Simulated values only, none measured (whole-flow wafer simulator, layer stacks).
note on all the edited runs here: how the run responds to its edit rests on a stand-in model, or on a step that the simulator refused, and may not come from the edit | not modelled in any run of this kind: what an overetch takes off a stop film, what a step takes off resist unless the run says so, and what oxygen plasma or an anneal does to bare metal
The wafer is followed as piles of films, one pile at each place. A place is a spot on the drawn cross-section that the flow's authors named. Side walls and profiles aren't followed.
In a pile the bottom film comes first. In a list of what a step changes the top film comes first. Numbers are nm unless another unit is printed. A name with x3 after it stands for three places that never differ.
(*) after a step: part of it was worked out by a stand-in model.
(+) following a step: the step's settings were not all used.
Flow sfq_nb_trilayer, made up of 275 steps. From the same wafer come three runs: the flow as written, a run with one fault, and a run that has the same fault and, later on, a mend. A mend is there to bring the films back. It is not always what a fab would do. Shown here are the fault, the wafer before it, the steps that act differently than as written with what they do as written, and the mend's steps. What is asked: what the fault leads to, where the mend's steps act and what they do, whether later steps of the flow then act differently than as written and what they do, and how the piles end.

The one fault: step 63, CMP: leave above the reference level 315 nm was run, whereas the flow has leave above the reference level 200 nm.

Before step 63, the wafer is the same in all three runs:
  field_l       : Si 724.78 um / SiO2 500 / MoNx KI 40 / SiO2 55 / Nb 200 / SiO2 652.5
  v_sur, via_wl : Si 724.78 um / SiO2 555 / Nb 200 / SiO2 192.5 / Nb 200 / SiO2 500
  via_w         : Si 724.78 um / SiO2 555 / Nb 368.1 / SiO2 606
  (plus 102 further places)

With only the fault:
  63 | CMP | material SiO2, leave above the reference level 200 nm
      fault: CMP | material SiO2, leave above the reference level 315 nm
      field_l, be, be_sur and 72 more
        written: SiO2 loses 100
        fault: nothing
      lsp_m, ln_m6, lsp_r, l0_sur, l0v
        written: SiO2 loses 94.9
        fault: nothing
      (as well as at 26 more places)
  Later steps of the flow acting differently than as written (not shown: 8 more steps that differ only slightly, by at most 2% or 0.5 nm, whichever is larger):
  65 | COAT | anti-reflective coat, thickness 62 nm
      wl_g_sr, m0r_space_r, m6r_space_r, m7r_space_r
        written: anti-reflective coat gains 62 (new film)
        fault: anti-reflective coat gains 64.2 (new film)
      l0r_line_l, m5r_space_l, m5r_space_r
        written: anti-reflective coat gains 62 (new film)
        fault: anti-reflective coat gains 63.3 (new film)
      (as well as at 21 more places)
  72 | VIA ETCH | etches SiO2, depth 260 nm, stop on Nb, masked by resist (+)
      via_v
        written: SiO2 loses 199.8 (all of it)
        fault: SiO2 loses 260
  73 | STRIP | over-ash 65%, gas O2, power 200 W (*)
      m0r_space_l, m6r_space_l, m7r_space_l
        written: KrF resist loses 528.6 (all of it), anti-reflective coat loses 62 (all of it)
        fault: KrF resist loses 531.1 (all of it), anti-reflective coat loses 64.1 (all of it)
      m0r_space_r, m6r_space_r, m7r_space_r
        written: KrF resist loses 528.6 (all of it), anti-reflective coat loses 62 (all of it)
        fault: KrF resist loses 531 (all of it), anti-reflective coat loses 64.2 (all of it)
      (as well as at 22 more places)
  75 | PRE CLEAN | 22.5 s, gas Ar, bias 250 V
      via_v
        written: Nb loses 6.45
        fault: SiO2 loses 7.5
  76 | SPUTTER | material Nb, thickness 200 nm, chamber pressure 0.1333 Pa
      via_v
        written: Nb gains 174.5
        fault: Nb gains 163.1 (new film)
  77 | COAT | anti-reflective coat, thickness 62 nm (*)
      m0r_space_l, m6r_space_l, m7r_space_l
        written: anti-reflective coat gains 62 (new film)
        fault: anti-reflective coat gains 64 (new film)
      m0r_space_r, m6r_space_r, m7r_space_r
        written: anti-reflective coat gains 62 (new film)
        fault: anti-reflective coat gains 63.9 (new film)
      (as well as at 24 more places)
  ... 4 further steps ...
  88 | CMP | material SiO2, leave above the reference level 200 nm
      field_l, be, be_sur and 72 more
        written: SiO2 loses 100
        fault: SiO2 loses 85
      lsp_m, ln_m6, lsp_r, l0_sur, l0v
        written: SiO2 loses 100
        fault: SiO2 loses 79.9
  By the end, the piles at field_l, v_sur, via_wl and 103 more depart from the flow's by more than 2% or 0.5 nm, whichever is larger.
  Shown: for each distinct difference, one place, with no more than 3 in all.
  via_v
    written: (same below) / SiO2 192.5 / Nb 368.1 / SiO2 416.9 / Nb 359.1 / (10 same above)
    fault: (same below) / SiO2 192.5 / Nb 200 / SiO2 47.3 / Nb 163.1 / SiO2 489.6 / Nb 359.1 / (10 same above)
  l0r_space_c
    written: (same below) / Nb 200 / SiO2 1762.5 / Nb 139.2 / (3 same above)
    fault: (same below) / Nb 200 / SiO2 1877.5 / Nb 139.2 / (3 same above)
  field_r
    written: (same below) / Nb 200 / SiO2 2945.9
    fault: (same below) / Nb 200 / SiO2 3060.9

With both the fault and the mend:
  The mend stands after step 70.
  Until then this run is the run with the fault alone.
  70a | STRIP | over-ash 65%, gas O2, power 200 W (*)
      wl_b_sl, wl_b_m5, wl_b_sr, wl_c_sl, wl_c_m6, wl_c_sr
        KrF resist loses 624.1 (all of it), anti-reflective coat loses 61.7 (all of it)
      m0r_line_l, m0r_line_r, m6r_line_l, m6r_line_r, m7r_line_l, m7r_line_r
        KrF resist loses 627.7 (all of it), anti-reflective coat loses 62.5 (all of it)
      p4_w1, p3_s3, p3_l4, p3_s4
        KrF resist loses 625.6 (all of it), anti-reflective coat loses 62.1 (all of it)
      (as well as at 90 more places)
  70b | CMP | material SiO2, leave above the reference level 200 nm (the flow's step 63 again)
      field_l, be, be_sur and 72 more
        SiO2 loses 100
      v_sur, via_wl, via_w and 23 more
        SiO2 loses 115
      lsp_m, ln_m6, lsp_r, l0_sur, l0v
        SiO2 loses 94.9
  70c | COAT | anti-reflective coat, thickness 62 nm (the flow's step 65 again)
      field_l, v_sur, via_wl and 103 more
        anti-reflective coat gains 62 (new film)
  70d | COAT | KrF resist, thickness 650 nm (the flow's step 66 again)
      field_l, v_sur, via_wl and 103 more
        KrF resist gains 650 (new film)
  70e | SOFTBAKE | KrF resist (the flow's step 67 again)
      leaves every film unchanged at each place that is followed
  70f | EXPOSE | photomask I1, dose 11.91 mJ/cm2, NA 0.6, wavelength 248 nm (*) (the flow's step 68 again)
      leaves every film unchanged at each place that is followed
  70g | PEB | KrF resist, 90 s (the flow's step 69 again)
      field_l, v_sur, via_wl and 103 more
        KrF resist loses 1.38
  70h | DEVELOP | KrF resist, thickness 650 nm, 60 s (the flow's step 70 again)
      field_l, v_sur, via_wl and 102 more
        KrF resist loses 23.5
      via_v
        KrF resist loses 648.6 (all of it)
  None of the later steps of the flow acts differently than as written at any place that is followed.
  The piles end the same as the flow's at every place that both follow.
